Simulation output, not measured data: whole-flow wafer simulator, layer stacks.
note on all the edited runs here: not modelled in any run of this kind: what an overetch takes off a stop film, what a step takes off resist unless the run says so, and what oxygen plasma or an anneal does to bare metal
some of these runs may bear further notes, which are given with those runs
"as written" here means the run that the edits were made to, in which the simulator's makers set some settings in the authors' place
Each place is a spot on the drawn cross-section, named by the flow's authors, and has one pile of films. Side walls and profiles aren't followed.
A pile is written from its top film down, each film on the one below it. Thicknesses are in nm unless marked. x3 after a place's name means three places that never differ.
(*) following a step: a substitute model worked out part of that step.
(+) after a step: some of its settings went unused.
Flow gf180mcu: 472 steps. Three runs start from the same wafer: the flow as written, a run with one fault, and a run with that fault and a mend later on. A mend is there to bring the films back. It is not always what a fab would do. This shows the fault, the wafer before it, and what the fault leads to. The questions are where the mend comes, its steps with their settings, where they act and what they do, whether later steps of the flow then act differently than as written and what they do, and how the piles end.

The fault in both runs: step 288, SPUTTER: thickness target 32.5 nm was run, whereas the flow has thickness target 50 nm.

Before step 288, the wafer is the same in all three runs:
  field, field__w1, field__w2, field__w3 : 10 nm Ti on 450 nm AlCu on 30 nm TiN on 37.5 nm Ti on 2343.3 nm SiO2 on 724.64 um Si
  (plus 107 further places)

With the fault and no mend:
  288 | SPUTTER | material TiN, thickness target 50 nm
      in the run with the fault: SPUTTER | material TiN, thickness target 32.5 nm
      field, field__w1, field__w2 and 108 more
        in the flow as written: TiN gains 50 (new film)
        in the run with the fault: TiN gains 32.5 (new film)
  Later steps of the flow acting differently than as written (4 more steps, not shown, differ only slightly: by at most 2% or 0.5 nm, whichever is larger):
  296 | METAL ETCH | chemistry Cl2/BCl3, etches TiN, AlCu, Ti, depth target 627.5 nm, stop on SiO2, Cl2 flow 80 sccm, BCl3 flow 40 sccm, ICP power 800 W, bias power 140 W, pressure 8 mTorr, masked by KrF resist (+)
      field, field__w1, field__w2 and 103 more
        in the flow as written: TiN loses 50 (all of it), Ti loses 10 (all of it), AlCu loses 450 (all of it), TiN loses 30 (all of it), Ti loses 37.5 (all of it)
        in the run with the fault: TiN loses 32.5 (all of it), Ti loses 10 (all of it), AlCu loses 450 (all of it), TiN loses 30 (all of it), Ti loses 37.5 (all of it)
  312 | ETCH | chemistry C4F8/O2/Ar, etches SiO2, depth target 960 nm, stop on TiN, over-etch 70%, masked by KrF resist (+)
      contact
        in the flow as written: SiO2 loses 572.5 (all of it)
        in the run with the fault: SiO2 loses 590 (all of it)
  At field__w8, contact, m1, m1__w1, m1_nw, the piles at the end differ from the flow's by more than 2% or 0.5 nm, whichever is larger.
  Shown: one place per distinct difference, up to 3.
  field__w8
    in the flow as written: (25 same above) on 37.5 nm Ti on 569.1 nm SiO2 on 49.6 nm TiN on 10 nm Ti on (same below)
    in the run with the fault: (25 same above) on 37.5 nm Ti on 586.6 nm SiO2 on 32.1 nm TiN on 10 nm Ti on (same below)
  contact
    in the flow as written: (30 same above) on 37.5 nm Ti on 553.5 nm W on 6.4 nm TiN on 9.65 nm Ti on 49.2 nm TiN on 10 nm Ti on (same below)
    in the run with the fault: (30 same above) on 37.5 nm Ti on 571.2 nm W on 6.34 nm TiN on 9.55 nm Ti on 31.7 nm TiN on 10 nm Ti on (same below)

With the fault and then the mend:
  After step 295 comes the mend.
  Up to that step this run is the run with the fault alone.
  295a | STRIP | chemistry O2/N2, power 2160 W, pressure 1700 mTorr (*)
      field__w8, contact, m1, m1__w1, m1_nw
        KrF resist loses 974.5 (all of it)
  295b | SPUTTER | material TiN, thickness target 17.5 nm (a further turn of the flow's step 288, with different settings)
      field, field__w1, field__w2 and 108 more
        TiN gains 17.5
  295c | HMDS | 120 C, 60 s (a further turn of the flow's step 290)
      leaves every film unchanged at each place that is followed
  295d | COAT | KrF resist, thickness 1000 nm (a further turn of the flow's step 291)
      field, field__w1, field__w2 and 108 more
        KrF resist gains 1000 (new film)
  295e | SOFTBAKE | KrF resist (a further turn of the flow's step 292)
      leaves every film unchanged at each place that is followed
  295f | EXPOSE | photomask Metal2 (a further turn of the flow's step 293)
      leaves every film unchanged at each place that is followed
  295g | PEB | KrF resist, 135 C, 90 s (a further turn of the flow's step 294)
      field, field__w1, field__w2 and 108 more
        KrF resist loses 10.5
  295h | DEVELOP | thickness 1000 nm, 60 s (a further turn of the flow's step 295)
      field, field__w1, field__w2 and 103 more
        KrF resist loses 989.5 (all of it)
      field__w8, contact, m1, m1__w1, m1_nw
        KrF resist loses 14.9
  Every later step of the flow that is run acts as written at every place that is followed.
  The piles end the same as the flow's at every place that both follow.
